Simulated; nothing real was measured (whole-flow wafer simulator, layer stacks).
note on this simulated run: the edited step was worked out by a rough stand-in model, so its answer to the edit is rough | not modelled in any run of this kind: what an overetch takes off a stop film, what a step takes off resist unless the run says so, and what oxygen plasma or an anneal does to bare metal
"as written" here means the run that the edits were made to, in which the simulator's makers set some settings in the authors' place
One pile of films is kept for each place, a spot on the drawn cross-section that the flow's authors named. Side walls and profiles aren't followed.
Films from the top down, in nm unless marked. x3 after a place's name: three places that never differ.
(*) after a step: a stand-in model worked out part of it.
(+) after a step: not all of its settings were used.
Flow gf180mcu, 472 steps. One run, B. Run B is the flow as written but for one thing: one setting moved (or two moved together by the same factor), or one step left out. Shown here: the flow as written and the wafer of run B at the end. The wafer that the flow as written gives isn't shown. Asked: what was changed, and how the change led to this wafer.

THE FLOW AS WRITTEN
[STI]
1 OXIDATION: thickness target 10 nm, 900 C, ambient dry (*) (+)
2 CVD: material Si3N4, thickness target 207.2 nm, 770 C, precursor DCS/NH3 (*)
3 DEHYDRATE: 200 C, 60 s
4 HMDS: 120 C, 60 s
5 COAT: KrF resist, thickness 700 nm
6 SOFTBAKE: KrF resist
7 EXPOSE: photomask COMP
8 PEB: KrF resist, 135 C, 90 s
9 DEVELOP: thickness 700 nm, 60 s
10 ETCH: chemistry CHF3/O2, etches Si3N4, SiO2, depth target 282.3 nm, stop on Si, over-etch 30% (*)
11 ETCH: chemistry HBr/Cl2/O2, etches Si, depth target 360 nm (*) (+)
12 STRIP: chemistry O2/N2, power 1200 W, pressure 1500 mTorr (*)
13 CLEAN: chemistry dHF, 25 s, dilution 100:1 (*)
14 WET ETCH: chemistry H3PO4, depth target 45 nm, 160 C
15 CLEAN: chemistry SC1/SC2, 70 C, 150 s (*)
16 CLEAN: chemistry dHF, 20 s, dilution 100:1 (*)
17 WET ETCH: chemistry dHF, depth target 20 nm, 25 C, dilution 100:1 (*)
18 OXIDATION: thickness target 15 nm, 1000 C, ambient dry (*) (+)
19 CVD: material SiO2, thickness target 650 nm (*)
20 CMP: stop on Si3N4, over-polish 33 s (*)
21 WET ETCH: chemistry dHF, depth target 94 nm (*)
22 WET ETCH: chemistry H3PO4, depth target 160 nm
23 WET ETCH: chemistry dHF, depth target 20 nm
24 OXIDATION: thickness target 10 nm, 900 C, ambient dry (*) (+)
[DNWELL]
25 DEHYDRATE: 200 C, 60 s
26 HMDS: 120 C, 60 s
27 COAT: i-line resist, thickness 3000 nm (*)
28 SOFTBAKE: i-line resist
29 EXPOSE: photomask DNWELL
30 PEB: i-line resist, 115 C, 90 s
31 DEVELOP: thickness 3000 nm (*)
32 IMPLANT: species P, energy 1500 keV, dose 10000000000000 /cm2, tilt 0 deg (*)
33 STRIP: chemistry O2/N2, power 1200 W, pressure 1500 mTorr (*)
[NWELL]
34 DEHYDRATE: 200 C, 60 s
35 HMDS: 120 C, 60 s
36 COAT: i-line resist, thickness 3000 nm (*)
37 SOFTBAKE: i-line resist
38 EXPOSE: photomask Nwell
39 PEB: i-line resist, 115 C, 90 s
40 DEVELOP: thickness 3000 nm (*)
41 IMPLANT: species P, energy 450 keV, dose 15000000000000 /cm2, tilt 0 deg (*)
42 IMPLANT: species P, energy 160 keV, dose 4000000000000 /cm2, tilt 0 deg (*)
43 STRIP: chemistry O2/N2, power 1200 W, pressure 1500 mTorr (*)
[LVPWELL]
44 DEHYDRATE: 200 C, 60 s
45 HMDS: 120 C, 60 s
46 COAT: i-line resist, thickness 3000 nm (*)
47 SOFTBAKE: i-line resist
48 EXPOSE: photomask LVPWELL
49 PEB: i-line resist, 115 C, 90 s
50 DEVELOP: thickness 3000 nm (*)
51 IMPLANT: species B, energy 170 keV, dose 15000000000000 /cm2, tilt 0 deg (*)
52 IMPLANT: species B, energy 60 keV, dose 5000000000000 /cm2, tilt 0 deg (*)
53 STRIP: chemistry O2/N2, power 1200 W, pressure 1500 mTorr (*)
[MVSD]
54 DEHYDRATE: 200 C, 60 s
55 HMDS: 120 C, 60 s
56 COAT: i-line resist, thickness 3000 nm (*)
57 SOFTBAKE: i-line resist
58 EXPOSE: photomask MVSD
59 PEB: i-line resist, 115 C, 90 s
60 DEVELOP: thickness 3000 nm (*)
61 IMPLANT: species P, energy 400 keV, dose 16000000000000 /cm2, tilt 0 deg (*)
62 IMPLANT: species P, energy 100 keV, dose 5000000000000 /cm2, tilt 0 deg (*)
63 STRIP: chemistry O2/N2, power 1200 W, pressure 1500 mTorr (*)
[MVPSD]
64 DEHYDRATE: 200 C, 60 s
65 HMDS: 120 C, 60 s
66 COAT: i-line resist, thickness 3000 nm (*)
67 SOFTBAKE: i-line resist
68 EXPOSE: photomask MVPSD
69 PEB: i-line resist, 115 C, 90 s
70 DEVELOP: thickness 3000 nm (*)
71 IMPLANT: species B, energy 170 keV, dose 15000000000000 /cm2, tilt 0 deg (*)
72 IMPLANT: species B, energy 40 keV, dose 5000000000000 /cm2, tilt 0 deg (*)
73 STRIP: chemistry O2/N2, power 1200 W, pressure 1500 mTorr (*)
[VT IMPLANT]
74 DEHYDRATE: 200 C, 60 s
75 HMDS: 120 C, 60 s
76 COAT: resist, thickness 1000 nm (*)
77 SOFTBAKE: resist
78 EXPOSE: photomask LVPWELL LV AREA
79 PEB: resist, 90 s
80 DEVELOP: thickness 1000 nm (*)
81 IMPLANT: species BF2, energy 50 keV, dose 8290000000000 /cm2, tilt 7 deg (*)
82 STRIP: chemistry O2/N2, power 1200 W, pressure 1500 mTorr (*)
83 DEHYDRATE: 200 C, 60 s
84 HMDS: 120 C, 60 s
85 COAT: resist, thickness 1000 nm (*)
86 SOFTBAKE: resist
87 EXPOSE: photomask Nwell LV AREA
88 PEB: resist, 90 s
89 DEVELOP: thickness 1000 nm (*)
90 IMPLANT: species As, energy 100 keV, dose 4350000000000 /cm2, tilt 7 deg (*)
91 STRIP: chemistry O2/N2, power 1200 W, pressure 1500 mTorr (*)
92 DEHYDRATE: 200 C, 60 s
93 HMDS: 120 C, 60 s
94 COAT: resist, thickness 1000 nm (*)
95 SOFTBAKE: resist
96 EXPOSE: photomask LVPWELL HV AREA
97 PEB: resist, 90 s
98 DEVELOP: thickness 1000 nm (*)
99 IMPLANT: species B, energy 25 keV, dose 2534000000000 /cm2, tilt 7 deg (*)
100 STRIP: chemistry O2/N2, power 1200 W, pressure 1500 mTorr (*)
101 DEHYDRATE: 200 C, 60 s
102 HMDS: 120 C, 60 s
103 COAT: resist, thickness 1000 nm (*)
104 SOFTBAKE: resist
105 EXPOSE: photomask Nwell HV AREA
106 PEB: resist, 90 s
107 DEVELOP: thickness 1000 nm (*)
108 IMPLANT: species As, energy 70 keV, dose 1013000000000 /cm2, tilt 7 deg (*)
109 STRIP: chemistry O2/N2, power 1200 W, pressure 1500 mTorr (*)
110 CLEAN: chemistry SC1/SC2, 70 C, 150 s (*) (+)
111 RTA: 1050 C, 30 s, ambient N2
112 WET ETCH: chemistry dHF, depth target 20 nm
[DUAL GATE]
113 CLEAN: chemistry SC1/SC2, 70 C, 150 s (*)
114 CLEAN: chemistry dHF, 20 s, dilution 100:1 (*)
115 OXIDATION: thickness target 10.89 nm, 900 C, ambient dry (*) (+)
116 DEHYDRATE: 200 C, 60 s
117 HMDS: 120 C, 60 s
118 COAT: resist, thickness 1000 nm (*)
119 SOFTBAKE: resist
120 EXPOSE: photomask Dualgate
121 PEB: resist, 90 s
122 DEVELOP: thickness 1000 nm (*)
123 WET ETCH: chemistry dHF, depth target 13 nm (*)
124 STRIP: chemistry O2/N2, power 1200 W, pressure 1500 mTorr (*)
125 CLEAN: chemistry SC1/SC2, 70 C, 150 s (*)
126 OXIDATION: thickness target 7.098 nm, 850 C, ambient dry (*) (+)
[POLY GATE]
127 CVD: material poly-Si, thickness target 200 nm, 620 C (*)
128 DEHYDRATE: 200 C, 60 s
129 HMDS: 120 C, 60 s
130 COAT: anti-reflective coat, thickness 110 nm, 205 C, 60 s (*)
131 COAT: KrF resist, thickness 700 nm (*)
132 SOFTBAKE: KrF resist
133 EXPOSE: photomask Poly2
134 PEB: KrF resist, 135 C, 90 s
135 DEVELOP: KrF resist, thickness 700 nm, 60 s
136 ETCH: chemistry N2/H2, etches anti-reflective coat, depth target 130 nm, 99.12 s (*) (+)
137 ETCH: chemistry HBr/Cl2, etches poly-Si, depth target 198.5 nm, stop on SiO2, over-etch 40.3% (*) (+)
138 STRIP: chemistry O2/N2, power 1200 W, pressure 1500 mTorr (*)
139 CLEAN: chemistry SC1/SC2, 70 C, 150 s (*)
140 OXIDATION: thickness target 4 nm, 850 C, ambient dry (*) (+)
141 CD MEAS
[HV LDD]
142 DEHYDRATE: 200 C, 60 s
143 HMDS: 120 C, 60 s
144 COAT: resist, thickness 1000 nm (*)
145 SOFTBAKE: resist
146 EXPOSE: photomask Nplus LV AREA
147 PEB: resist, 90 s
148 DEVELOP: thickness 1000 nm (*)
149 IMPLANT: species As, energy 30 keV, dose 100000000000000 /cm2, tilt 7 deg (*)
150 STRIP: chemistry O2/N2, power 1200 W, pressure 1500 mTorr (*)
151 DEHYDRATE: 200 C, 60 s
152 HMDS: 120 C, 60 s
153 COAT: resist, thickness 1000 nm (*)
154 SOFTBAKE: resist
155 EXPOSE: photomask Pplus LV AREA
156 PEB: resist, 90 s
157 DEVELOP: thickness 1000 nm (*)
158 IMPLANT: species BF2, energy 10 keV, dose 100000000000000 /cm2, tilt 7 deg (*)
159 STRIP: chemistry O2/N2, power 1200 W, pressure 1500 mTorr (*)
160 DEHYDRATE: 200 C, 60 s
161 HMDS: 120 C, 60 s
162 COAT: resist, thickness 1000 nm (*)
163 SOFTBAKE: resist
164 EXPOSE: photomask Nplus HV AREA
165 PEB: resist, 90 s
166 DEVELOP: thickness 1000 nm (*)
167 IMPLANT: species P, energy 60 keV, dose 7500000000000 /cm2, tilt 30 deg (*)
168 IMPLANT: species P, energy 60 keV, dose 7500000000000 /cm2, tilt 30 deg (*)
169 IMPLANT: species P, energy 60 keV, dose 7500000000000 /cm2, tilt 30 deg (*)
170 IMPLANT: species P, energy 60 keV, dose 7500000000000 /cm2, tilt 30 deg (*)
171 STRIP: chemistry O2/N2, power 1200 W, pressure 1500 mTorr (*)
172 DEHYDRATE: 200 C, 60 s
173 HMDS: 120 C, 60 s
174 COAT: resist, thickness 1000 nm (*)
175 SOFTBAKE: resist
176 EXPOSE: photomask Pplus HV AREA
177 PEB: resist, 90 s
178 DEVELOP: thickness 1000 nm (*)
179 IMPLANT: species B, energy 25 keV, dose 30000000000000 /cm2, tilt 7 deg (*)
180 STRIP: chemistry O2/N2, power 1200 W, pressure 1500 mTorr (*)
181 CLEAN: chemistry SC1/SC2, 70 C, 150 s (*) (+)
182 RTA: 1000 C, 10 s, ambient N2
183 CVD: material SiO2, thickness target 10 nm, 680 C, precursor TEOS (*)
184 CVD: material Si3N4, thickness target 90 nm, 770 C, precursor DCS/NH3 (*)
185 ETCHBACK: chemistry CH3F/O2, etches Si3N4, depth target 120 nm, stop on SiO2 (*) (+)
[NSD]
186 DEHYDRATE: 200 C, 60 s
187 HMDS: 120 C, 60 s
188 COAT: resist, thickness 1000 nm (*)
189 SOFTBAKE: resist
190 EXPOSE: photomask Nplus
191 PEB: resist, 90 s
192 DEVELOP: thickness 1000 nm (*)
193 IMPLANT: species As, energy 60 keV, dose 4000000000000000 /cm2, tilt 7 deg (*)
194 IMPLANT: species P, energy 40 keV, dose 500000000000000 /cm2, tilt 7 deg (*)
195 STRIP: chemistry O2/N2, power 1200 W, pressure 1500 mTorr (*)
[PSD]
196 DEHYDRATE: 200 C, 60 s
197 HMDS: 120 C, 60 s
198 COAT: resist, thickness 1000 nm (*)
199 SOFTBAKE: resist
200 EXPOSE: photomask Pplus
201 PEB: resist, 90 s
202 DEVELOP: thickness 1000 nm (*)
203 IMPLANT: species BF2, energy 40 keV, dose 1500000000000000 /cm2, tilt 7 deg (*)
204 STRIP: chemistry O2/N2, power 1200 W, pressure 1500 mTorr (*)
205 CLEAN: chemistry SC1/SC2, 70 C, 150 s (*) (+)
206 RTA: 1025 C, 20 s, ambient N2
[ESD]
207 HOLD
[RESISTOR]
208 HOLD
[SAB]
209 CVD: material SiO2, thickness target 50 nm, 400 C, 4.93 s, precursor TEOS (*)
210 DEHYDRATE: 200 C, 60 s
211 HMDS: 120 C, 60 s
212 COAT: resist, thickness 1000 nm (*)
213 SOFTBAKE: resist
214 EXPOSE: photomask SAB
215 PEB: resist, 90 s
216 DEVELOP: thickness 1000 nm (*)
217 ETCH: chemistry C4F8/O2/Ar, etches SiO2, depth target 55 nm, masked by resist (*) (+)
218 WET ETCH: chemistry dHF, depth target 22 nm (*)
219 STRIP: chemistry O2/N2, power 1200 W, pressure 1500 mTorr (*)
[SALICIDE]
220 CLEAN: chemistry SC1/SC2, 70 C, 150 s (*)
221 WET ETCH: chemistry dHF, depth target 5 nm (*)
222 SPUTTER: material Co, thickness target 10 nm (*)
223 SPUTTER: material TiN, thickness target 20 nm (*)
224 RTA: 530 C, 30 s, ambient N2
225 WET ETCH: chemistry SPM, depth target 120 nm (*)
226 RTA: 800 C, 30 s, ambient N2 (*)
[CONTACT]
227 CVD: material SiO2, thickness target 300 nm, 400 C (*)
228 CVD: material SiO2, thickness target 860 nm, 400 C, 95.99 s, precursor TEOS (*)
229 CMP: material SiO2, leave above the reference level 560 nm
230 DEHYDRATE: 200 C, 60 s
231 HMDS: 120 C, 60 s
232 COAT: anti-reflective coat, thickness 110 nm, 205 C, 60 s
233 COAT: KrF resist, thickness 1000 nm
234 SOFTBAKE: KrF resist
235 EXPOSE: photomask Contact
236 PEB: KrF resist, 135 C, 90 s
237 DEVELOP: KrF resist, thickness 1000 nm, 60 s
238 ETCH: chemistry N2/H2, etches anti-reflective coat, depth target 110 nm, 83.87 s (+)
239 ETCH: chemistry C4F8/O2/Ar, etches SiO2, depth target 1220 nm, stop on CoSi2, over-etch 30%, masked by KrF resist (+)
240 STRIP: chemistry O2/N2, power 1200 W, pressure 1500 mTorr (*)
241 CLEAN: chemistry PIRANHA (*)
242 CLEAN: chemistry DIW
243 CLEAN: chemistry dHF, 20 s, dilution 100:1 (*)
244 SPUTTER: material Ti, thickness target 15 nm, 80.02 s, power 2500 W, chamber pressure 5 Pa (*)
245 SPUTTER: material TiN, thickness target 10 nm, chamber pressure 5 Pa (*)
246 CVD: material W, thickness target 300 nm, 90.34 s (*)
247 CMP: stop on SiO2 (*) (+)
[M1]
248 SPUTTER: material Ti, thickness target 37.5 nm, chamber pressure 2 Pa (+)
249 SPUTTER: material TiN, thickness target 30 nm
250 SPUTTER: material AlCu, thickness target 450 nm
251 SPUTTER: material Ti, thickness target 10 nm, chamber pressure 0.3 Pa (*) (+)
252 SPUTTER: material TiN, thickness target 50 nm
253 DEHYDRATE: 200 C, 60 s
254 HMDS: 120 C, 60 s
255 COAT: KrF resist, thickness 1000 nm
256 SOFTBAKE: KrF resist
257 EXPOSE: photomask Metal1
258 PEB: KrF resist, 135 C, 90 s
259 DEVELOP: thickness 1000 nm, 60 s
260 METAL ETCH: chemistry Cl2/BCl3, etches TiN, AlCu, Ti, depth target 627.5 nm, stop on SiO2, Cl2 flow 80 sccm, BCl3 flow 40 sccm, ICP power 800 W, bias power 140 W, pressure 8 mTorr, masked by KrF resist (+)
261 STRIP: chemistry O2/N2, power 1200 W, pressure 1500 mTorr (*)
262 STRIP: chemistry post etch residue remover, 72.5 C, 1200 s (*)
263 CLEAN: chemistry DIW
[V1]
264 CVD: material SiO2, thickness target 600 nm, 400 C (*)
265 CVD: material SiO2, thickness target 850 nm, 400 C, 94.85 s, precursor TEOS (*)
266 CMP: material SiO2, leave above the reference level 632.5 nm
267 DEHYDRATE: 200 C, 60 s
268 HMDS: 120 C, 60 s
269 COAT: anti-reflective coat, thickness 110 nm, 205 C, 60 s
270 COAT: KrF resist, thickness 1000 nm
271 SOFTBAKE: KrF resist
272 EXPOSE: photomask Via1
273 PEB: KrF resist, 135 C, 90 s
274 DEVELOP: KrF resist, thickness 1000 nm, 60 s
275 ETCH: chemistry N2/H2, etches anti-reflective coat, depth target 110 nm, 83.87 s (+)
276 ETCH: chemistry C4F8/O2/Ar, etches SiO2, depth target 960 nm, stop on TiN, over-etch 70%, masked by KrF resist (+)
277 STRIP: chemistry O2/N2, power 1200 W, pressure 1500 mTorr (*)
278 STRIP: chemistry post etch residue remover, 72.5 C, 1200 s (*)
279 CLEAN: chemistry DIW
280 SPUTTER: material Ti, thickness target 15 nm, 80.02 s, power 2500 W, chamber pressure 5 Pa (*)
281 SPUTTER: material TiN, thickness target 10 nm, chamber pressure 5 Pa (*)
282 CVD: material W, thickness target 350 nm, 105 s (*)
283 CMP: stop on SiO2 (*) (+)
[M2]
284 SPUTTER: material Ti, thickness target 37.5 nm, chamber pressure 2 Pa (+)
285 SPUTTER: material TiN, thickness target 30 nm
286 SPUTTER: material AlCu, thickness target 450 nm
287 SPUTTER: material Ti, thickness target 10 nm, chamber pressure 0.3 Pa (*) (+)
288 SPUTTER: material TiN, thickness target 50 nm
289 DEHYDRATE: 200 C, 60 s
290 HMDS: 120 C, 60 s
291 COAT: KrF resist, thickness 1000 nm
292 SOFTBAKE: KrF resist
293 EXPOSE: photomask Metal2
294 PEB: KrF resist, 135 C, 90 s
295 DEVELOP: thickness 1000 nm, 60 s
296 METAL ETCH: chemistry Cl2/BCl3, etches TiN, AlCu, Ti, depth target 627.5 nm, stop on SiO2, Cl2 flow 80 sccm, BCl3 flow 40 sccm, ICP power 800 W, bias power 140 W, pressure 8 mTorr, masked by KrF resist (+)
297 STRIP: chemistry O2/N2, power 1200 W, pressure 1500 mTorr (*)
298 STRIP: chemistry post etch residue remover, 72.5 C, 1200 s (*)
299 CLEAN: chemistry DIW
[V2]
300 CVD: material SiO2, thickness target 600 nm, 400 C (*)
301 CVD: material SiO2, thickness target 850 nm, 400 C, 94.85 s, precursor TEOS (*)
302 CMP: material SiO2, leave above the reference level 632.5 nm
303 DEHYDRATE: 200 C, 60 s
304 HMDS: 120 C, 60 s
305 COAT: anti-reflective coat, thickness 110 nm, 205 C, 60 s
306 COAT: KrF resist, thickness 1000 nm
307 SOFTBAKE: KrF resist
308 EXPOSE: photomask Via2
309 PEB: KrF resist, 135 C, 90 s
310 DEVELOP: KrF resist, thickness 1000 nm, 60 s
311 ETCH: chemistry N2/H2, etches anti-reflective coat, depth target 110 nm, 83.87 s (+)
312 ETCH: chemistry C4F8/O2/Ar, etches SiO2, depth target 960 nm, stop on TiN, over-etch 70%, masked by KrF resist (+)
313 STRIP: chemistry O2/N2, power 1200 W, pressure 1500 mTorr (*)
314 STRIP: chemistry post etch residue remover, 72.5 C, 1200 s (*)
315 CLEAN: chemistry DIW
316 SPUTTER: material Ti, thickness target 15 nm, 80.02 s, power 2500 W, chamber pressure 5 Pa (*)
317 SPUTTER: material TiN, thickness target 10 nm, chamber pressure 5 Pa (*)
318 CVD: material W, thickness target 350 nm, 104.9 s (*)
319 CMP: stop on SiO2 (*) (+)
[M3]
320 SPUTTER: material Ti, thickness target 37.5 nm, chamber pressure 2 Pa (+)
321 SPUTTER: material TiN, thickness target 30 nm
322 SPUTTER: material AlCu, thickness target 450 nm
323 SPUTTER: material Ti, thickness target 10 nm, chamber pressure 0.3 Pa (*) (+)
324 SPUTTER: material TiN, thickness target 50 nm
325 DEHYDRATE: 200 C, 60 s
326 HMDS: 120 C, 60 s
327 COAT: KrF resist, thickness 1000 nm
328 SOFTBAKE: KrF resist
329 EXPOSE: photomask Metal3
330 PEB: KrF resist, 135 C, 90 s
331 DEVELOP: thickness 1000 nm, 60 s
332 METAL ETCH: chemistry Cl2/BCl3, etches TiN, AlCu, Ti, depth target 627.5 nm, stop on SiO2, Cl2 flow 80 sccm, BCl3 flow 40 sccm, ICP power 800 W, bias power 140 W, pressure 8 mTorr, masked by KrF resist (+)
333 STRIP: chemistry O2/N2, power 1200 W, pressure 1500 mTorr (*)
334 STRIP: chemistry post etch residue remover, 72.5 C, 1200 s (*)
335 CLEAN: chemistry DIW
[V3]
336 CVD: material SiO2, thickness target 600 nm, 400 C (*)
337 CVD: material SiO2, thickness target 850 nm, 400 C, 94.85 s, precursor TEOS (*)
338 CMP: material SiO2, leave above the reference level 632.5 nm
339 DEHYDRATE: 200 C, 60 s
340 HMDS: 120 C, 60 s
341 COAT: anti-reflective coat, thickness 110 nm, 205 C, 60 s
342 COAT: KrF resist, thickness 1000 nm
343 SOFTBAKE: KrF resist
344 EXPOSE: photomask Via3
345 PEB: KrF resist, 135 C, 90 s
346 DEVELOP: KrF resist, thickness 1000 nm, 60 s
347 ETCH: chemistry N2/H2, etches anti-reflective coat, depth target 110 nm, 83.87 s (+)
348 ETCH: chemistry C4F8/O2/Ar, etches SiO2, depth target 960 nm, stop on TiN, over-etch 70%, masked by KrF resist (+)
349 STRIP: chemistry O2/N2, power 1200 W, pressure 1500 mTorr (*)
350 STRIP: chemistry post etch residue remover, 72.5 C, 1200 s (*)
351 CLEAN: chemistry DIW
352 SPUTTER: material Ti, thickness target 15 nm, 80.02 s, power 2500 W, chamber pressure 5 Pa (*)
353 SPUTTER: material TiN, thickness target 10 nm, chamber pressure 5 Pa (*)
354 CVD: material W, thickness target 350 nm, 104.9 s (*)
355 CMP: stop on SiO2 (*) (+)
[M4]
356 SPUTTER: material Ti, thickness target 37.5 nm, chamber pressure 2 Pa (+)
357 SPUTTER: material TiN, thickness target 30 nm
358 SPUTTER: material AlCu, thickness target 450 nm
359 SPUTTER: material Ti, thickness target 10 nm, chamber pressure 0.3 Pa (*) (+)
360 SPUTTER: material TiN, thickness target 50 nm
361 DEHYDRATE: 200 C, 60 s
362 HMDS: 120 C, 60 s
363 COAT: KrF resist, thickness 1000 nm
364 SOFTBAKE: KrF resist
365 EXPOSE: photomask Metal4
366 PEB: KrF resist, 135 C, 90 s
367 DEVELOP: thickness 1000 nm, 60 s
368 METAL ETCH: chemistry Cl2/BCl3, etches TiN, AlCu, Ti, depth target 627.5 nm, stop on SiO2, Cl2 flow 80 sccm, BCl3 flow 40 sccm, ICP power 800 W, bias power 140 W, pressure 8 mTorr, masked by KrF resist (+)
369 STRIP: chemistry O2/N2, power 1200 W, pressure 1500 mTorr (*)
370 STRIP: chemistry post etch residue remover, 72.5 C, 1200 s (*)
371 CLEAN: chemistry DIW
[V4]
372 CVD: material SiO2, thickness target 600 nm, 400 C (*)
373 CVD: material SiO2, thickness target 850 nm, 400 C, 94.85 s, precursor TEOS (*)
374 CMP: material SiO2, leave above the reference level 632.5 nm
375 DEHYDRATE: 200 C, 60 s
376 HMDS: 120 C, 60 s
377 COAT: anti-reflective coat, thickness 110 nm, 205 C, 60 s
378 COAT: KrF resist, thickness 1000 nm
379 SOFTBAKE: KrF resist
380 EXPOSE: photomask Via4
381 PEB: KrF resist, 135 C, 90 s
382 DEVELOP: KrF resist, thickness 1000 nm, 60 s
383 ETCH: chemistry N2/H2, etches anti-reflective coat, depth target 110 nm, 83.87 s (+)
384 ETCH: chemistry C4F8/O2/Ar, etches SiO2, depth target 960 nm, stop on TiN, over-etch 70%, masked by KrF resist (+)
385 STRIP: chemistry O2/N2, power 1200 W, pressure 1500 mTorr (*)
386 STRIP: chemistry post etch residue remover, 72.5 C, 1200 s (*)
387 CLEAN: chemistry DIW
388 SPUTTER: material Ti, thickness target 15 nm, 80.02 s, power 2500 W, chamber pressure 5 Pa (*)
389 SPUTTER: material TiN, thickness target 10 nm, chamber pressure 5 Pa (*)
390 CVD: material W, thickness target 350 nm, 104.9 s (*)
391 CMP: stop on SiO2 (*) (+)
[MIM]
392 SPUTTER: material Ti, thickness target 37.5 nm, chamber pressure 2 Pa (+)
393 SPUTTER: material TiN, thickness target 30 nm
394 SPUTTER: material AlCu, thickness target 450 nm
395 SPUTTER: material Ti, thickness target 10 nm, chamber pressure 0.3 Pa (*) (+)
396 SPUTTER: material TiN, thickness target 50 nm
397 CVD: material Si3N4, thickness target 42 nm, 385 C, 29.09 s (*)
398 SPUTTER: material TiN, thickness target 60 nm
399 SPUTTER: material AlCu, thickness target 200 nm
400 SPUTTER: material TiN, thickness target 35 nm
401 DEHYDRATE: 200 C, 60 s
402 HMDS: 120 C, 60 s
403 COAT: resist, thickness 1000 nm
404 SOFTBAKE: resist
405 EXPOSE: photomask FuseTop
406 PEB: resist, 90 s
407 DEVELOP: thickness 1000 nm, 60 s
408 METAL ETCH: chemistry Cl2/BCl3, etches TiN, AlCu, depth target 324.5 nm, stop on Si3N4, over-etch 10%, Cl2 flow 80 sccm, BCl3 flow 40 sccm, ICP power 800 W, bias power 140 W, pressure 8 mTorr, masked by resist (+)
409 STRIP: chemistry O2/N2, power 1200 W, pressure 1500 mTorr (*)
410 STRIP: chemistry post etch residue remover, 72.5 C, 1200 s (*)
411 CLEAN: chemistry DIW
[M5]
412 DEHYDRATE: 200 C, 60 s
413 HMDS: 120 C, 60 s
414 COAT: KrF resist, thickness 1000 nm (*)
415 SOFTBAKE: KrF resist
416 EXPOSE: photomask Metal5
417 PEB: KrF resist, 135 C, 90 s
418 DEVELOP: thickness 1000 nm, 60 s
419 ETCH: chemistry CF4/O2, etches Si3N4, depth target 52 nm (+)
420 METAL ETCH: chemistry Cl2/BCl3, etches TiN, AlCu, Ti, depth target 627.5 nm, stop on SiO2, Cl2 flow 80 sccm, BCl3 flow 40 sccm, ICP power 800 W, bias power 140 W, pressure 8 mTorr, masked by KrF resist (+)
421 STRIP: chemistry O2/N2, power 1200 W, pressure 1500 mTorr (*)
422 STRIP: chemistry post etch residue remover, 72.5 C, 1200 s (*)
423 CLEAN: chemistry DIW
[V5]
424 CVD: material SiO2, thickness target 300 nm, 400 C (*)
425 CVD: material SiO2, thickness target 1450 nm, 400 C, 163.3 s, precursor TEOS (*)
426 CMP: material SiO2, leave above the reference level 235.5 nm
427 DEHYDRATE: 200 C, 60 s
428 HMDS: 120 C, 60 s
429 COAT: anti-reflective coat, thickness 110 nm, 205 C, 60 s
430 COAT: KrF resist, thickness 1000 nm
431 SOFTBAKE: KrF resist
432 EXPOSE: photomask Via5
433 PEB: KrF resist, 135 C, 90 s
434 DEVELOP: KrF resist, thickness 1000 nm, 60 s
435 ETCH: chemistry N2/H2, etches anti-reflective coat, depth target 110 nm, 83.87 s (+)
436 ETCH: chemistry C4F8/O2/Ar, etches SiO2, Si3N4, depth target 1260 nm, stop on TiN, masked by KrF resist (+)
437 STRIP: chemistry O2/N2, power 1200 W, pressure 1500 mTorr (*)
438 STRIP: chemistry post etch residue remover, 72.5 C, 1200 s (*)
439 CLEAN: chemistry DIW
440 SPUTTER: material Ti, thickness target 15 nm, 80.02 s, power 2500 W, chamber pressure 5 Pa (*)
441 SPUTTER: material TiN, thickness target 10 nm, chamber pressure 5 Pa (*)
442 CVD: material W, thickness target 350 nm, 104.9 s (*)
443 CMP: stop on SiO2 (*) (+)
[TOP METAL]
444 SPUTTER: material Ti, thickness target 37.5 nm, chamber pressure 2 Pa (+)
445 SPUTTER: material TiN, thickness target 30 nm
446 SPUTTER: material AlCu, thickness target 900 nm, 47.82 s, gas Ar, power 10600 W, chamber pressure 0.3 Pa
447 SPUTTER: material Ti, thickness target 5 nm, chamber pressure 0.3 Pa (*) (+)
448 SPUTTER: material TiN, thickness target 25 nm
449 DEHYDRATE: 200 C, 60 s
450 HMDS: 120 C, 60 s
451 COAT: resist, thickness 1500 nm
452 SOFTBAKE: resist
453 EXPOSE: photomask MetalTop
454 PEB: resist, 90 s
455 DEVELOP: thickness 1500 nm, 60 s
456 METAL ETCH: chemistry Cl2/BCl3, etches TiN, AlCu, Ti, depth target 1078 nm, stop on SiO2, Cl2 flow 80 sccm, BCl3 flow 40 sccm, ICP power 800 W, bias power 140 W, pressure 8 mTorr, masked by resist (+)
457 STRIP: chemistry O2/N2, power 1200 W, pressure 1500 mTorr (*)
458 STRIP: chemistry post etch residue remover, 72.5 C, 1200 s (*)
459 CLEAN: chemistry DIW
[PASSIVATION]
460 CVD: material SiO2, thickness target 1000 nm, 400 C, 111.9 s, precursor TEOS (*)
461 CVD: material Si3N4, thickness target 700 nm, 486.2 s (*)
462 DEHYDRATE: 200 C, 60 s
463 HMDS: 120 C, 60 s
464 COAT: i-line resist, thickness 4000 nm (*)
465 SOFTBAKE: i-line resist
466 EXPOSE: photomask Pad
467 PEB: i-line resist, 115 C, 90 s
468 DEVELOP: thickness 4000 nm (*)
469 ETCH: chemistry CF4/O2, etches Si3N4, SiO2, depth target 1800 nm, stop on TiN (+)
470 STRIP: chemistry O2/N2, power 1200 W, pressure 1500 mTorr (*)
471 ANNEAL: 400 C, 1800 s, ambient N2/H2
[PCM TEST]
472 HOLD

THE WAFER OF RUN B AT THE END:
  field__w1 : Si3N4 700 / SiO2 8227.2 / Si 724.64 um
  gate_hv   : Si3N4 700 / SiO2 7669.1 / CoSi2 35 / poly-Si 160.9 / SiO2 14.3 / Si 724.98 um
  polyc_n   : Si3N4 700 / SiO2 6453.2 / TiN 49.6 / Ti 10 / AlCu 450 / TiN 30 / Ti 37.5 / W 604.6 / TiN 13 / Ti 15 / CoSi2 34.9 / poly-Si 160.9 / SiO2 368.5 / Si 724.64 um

The cause: step 245, SPUTTER: thickness target 13 nm was run, where the flow has thickness target 10 nm.
It can be read off the wafer: polyc_n has TiN 13, and step 245 as written asks for 10 nm.

How the change led to this, step by step:
  245 SPUTTER: material TiN, thickness target 10 nm, chamber pressure 5 Pa (*)
      field, field__w1, field__w2 and 107 more: TiN +13 (new film) (as written it would be: TiN +10 (new film))
      contact: TiN +7.12 (new film) (as written it would be: TiN +5.48 (new film))
  247 CMP: stop on SiO2 (*) (+)
      field, field__w1, field__w2 and 105 more: W -300 (all of it), TiN -13 (all of it), Ti -15 (all of it), SiO2 -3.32 (as written it would be: W -300 (all of it), TiN -10 (all of it), Ti -15 (all of it), SiO2 -3.29)
